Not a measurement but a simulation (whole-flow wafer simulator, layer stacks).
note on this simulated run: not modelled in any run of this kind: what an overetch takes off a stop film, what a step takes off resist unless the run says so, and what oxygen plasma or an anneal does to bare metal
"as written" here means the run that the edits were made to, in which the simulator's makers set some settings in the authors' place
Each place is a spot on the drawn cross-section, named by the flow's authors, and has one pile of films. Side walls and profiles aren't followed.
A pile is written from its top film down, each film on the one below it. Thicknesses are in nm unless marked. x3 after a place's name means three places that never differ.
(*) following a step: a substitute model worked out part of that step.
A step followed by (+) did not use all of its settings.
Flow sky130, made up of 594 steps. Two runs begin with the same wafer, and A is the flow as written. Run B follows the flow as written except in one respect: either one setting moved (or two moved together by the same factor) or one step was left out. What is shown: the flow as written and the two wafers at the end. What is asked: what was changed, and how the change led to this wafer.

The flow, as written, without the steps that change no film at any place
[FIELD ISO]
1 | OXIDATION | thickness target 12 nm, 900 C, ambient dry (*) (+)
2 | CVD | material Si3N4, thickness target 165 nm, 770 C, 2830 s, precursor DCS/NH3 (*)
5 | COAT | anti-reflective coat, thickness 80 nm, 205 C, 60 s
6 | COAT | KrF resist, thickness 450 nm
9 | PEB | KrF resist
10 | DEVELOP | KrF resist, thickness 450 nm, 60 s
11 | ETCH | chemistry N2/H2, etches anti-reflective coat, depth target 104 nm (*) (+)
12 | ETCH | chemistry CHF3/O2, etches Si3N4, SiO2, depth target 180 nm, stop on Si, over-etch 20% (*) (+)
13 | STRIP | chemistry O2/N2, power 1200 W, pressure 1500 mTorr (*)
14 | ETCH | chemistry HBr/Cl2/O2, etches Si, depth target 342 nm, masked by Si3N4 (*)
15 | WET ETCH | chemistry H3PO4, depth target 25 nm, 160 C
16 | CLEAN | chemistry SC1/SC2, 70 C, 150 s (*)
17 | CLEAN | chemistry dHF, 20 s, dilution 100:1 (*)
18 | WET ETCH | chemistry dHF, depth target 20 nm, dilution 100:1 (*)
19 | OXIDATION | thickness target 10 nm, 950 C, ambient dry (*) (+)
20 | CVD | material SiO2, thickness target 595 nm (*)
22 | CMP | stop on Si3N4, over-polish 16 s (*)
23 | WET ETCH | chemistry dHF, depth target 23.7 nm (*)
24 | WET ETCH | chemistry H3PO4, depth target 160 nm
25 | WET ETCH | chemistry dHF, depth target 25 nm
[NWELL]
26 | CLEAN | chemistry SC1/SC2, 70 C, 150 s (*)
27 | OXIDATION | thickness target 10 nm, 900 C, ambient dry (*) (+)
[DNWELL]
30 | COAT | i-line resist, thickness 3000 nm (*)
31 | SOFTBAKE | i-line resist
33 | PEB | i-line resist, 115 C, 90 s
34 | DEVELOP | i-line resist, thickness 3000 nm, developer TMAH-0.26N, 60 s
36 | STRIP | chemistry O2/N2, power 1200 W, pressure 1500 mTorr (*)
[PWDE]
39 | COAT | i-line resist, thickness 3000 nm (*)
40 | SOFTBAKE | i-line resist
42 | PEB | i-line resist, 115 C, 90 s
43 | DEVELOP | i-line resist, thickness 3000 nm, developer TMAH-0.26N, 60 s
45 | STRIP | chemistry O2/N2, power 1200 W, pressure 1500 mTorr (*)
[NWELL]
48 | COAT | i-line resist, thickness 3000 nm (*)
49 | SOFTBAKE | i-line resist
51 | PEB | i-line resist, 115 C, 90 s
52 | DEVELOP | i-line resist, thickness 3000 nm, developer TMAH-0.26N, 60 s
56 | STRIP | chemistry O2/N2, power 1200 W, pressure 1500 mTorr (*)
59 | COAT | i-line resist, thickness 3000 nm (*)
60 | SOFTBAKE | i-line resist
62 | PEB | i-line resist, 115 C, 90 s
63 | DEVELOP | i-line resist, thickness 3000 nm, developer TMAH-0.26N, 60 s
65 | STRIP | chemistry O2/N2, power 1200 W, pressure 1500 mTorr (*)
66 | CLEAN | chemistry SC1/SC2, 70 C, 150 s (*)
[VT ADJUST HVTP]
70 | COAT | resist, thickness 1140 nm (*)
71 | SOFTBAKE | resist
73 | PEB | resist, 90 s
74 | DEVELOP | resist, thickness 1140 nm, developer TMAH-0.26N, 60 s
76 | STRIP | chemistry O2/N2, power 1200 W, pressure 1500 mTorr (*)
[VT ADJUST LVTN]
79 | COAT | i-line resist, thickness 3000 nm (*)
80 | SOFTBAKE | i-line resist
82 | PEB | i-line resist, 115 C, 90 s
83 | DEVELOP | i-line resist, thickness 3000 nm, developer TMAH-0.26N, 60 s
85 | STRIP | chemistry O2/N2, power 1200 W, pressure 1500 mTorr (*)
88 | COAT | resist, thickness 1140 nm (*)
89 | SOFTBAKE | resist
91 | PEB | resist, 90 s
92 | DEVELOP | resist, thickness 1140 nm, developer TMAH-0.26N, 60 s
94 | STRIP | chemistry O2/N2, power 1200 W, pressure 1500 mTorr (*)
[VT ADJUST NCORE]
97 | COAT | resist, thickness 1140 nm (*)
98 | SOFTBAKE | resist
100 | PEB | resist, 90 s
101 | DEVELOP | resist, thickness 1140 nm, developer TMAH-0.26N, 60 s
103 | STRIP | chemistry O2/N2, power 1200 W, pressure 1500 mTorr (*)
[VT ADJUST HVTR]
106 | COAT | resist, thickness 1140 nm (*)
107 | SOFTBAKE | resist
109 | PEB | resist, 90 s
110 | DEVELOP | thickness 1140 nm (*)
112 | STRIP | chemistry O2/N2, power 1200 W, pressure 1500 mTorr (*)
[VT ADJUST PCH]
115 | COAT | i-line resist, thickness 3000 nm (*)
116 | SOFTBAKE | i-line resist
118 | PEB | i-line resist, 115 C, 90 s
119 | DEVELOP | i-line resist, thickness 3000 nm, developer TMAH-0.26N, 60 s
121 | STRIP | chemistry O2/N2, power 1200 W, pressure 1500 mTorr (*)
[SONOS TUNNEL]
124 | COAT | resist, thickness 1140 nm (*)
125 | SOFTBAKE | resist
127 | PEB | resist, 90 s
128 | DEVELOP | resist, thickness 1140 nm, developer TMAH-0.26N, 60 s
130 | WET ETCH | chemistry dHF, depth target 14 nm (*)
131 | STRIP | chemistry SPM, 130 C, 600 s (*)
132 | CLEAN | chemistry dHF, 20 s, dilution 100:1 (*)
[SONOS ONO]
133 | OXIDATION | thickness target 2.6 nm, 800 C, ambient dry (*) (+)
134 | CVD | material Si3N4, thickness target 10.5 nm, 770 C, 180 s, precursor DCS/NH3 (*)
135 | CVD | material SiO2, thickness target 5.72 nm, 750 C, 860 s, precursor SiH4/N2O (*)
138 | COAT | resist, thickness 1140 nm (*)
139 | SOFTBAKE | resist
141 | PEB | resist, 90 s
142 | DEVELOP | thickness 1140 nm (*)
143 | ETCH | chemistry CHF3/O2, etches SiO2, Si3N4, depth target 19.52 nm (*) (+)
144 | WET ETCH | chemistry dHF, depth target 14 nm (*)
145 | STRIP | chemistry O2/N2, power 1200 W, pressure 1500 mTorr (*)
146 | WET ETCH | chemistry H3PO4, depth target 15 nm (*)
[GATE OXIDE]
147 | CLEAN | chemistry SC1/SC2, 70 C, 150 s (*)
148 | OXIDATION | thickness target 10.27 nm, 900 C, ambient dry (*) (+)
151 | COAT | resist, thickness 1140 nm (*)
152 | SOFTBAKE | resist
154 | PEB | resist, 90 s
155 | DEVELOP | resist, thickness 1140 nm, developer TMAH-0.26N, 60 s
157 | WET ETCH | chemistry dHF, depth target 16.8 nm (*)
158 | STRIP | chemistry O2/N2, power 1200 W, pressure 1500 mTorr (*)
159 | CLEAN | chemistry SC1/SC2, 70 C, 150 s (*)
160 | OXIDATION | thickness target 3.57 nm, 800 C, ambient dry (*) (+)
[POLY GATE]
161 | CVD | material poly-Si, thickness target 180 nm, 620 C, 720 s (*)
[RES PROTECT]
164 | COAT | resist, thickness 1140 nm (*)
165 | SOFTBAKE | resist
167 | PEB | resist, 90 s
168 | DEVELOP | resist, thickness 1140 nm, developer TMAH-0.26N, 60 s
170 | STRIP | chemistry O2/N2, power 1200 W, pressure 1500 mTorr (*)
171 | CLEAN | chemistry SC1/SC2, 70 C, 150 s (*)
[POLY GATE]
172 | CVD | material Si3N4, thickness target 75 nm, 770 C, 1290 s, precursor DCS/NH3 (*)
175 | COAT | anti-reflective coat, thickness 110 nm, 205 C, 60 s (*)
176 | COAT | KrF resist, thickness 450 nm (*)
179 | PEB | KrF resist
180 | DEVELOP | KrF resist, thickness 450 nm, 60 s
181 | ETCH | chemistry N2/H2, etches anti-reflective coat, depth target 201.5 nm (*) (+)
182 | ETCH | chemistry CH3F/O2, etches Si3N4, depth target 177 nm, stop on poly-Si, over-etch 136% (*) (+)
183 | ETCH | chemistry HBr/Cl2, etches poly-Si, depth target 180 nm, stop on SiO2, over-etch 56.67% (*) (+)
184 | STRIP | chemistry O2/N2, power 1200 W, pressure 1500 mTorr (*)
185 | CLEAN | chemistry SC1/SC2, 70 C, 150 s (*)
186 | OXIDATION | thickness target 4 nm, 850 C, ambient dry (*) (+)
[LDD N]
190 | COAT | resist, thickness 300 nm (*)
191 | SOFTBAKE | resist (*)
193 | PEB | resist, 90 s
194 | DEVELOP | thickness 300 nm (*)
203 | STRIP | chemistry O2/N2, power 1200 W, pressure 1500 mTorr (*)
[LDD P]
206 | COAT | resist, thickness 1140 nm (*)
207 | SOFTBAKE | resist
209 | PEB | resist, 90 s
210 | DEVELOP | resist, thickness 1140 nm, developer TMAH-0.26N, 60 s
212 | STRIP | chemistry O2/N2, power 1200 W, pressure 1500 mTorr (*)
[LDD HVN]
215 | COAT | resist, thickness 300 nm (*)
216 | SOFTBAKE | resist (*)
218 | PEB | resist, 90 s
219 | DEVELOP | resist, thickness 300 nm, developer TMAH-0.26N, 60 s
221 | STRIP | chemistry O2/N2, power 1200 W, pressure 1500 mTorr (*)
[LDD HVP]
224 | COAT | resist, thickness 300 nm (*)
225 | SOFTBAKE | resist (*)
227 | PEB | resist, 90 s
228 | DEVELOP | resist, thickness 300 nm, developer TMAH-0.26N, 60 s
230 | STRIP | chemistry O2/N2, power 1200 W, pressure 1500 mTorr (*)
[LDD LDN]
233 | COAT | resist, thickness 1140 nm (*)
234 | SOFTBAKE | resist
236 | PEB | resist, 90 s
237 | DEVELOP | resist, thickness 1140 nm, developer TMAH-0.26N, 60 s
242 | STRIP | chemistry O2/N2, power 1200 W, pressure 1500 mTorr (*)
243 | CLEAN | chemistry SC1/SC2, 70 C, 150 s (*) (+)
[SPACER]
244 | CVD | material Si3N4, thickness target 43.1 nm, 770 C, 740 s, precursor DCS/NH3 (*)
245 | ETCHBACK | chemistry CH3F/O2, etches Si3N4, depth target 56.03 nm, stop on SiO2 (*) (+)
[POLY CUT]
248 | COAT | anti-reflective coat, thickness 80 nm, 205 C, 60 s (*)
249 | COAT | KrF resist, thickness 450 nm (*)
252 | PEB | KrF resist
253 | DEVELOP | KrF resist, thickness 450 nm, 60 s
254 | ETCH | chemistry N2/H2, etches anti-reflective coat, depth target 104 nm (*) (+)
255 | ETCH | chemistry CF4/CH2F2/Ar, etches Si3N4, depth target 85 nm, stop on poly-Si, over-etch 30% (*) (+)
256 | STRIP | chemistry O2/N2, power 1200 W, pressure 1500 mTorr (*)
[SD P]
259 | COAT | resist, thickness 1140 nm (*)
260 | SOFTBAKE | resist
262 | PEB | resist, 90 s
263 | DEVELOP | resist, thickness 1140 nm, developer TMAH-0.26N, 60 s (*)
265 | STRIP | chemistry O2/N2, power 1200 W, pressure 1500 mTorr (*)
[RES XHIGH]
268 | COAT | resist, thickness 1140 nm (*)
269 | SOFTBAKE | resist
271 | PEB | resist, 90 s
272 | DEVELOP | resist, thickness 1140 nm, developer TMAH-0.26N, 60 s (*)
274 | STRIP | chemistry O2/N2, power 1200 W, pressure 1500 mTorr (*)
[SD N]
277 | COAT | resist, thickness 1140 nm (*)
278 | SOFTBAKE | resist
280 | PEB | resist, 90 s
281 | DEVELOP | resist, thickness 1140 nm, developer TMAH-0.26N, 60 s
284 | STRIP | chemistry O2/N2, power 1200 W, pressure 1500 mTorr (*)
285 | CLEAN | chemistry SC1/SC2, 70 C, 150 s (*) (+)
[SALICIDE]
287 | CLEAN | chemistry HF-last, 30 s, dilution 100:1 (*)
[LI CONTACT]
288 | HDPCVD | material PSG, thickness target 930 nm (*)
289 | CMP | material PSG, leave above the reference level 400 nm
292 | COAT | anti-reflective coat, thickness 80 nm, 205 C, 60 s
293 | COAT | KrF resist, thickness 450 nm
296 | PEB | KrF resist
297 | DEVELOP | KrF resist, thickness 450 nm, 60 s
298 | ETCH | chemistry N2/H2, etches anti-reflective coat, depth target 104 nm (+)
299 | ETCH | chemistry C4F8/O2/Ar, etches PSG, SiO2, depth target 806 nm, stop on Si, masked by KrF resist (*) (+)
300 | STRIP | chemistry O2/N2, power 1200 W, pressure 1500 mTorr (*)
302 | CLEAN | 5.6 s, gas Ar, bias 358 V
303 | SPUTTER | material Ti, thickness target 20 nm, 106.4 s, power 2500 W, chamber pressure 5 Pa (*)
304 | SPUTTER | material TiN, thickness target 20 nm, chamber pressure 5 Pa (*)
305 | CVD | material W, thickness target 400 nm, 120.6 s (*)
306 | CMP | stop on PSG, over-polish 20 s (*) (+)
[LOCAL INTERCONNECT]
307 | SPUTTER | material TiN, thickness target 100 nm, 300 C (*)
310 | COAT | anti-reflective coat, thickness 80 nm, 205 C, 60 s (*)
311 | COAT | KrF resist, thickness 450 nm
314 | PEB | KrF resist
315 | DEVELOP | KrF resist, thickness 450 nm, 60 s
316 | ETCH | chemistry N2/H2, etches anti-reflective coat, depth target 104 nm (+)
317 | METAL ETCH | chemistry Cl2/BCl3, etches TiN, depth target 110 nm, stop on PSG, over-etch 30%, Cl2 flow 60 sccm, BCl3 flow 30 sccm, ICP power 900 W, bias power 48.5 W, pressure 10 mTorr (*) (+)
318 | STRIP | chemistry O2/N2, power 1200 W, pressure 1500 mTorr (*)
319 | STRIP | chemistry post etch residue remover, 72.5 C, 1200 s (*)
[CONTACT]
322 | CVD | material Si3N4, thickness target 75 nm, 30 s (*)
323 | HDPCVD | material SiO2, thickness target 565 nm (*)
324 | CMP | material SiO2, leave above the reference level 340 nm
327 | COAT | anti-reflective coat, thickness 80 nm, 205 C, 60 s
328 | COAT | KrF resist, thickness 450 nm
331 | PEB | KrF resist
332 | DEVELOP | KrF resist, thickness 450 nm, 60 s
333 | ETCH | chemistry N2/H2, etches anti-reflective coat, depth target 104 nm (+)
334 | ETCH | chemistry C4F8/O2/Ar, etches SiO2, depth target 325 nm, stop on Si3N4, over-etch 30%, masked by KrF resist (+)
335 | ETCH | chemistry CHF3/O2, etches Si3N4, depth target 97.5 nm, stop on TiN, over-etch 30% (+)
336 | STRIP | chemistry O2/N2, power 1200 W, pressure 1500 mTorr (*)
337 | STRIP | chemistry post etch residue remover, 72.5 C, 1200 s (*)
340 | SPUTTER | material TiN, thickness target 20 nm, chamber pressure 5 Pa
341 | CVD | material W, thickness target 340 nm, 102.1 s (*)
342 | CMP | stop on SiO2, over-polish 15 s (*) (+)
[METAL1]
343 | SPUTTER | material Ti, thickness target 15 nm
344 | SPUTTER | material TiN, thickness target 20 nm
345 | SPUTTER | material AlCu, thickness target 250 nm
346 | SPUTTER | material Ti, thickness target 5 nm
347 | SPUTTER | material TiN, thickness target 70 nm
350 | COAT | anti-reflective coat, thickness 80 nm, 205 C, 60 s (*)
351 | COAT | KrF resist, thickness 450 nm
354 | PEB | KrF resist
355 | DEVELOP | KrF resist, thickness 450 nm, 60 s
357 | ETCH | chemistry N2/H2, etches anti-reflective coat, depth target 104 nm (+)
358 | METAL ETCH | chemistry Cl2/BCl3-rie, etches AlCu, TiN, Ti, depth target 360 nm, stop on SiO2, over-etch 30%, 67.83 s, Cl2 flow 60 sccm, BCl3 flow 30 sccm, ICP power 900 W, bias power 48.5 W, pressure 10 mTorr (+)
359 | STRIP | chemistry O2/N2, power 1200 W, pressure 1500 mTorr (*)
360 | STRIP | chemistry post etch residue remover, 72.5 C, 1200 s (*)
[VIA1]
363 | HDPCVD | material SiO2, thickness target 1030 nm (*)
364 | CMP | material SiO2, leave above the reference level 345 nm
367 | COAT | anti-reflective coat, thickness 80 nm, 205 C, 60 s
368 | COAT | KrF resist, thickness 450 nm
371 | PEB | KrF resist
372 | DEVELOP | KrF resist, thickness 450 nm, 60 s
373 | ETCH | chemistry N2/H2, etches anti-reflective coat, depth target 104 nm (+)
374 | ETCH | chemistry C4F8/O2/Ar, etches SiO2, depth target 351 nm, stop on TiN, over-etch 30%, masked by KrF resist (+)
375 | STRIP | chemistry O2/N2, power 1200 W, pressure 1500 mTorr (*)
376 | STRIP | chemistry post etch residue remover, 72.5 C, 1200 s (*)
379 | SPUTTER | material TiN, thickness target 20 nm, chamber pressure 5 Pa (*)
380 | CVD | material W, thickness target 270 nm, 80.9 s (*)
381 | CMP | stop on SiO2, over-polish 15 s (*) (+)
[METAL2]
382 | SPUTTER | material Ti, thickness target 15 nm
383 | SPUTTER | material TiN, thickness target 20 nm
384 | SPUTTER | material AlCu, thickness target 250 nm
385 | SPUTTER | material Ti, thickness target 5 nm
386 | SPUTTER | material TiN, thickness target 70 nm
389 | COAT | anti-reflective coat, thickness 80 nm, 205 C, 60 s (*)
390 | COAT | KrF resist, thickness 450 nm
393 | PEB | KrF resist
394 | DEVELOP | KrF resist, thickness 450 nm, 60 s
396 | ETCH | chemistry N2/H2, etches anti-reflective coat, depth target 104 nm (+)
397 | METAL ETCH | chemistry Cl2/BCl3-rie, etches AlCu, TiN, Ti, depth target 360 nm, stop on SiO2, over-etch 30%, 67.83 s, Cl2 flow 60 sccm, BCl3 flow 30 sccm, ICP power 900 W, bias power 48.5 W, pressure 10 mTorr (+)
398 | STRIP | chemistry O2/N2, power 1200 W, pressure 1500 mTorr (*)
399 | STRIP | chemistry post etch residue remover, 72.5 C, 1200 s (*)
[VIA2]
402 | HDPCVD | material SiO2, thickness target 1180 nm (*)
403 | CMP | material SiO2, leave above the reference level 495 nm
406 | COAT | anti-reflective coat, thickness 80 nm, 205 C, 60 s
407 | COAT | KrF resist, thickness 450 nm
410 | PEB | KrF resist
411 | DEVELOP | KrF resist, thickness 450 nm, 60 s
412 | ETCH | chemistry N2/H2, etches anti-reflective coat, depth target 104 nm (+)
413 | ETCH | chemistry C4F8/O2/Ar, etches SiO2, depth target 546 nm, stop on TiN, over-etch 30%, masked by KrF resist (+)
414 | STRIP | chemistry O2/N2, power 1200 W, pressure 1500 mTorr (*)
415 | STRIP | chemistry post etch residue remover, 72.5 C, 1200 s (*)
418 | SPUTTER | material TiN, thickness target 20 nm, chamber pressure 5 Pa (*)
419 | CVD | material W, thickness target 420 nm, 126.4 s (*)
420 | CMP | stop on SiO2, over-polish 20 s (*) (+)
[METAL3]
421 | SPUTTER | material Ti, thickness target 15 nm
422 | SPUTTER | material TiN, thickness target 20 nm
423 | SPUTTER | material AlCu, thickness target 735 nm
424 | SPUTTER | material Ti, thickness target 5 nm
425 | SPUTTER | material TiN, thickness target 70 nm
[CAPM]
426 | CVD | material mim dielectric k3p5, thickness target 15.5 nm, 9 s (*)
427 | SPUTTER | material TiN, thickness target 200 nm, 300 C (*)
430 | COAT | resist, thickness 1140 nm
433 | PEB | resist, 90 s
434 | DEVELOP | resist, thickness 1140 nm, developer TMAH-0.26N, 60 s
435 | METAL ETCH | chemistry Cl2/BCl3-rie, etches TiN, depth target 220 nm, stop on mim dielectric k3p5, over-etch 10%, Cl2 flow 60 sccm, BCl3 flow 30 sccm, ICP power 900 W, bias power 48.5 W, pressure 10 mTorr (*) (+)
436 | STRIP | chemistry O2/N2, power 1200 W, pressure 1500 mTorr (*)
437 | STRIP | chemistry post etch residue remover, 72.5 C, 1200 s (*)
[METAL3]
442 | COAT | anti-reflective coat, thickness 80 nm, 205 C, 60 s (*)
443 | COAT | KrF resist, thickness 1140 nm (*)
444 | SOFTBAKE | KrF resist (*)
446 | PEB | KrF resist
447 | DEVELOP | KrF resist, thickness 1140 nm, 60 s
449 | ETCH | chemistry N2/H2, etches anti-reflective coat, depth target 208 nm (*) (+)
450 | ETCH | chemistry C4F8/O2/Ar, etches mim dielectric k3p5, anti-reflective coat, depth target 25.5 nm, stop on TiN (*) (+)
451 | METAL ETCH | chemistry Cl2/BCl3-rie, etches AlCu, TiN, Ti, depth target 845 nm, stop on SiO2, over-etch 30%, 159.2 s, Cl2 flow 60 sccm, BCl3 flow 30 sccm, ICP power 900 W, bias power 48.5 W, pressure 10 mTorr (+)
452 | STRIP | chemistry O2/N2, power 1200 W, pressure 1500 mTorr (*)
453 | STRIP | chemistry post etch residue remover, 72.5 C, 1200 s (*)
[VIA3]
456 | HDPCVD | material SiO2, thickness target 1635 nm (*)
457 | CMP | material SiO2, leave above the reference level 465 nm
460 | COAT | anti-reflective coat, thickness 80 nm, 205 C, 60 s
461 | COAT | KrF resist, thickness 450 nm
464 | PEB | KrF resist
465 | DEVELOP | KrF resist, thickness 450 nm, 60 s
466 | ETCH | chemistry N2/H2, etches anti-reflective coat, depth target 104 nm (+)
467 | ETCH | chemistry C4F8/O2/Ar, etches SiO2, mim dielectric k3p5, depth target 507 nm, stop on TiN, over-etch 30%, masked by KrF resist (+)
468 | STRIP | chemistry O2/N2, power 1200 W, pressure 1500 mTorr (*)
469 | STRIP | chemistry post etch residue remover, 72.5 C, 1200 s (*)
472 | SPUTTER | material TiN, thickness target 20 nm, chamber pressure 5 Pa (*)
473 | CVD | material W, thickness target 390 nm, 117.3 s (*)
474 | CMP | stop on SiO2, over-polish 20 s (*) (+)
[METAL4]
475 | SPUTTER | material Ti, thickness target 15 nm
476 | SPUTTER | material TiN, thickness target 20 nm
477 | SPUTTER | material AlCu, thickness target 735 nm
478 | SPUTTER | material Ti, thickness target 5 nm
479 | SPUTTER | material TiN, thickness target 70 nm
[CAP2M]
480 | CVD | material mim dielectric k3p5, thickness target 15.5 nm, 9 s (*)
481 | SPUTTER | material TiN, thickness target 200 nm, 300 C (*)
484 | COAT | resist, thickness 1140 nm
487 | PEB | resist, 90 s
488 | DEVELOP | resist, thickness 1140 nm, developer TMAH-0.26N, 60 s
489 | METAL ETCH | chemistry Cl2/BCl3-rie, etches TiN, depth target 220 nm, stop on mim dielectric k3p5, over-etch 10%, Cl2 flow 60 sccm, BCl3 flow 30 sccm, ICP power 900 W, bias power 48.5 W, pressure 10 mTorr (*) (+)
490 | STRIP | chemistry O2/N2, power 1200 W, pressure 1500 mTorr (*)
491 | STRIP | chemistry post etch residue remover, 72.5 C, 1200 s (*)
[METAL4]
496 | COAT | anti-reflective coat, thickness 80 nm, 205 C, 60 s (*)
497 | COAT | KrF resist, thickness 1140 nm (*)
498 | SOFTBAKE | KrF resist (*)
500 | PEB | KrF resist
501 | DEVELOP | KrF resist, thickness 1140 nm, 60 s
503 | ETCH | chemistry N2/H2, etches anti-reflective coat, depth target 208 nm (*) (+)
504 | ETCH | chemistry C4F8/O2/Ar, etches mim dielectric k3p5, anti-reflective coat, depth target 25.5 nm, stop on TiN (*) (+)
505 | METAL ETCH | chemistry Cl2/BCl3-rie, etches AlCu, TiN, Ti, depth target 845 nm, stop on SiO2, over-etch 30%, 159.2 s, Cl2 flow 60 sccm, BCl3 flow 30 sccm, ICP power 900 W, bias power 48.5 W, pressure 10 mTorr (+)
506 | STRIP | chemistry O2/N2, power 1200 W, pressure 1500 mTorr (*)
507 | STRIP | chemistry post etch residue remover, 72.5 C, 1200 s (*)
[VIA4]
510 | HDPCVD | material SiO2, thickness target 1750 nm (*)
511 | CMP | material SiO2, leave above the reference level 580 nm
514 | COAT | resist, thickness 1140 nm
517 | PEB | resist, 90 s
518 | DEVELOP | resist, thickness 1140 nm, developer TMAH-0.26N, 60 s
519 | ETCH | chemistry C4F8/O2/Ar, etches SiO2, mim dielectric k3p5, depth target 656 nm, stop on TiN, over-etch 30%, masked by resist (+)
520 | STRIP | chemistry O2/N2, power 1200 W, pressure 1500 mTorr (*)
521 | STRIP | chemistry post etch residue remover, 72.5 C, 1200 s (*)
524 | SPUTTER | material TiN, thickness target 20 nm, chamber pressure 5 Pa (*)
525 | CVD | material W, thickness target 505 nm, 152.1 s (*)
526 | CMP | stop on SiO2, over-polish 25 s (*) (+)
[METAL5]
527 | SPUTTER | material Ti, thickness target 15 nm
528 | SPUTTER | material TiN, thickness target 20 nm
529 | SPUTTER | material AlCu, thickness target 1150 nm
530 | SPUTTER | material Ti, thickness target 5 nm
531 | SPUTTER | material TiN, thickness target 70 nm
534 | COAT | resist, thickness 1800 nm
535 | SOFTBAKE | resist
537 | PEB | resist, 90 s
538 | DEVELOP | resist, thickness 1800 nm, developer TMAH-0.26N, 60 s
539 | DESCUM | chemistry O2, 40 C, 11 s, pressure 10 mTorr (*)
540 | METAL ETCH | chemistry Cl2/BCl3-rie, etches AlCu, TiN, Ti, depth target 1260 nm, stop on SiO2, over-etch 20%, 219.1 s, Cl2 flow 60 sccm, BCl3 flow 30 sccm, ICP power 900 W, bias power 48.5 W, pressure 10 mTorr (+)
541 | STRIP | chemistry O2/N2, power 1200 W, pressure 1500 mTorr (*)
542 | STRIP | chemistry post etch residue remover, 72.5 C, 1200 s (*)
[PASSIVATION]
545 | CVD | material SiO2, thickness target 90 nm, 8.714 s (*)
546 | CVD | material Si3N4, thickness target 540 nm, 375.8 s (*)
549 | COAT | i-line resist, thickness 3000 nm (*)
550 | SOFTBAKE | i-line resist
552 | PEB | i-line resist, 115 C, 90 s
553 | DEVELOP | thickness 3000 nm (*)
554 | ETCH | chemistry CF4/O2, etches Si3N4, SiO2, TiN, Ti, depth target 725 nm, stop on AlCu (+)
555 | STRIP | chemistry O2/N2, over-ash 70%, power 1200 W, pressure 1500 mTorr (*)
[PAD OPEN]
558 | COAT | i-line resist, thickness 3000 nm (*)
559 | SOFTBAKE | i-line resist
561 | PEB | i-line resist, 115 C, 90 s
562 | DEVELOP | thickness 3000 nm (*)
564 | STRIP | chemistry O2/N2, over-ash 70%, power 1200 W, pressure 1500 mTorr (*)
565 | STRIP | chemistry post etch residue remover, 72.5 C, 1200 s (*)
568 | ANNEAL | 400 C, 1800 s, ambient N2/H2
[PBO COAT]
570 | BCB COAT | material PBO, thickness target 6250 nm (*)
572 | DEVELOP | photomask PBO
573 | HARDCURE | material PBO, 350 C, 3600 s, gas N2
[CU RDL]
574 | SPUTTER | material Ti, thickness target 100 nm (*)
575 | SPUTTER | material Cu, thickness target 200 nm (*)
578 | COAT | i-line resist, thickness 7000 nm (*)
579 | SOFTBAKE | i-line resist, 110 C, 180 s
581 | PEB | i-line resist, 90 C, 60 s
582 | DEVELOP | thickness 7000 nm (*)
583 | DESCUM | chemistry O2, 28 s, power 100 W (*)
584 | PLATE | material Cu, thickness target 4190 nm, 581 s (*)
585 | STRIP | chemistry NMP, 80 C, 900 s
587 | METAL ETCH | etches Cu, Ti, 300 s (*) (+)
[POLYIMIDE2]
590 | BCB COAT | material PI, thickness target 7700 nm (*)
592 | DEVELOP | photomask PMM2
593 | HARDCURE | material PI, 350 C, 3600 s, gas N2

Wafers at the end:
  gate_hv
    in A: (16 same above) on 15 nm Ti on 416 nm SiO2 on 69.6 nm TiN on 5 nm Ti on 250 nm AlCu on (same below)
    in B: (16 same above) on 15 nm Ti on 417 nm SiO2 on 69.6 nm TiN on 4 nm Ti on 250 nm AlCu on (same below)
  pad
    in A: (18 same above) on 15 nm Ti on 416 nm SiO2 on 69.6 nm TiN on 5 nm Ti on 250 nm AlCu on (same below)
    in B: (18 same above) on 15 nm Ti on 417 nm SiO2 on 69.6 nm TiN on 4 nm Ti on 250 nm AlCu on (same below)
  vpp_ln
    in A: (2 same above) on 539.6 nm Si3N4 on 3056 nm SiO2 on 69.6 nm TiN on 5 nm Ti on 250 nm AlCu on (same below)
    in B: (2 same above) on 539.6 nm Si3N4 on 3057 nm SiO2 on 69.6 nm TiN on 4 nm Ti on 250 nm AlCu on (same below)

Cause: step 385, SPUTTER: thickness target 4 nm was run, though the flow has thickness target 5 nm.
The wafer itself shows it: gate_hv has Ti 4, and step 385 as written asks for 5 nm.

How this came from the change, step by step:
  385 | SPUTTER | material Ti, thickness target 5 nm
      field, active, n_well and 188 more: A +5 Ti (new film) | B +4 Ti (new film)
  397 | METAL ETCH | chemistry Cl2/BCl3-rie, etches AlCu, TiN, Ti, depth target 360 nm, stop on SiO2, over-etch 30%, 67.83 s, Cl2 flow 60 sccm, BCl3 flow 30 sccm, ICP power 900 W, bias power 48.5 W, pressure 10 mTorr (+)
      field, active, gate and 82 more: A -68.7 TiN (all of it), -5 Ti (all of it), -250 AlCu (all of it), -20 TiN (all of it), -15 Ti (all of it), -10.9 SiO2 | B -68.7 TiN (all of it), -4 Ti (all of it), -250 AlCu (all of it), -20 TiN (all of it), -15 Ti (all of it), -11 SiO2
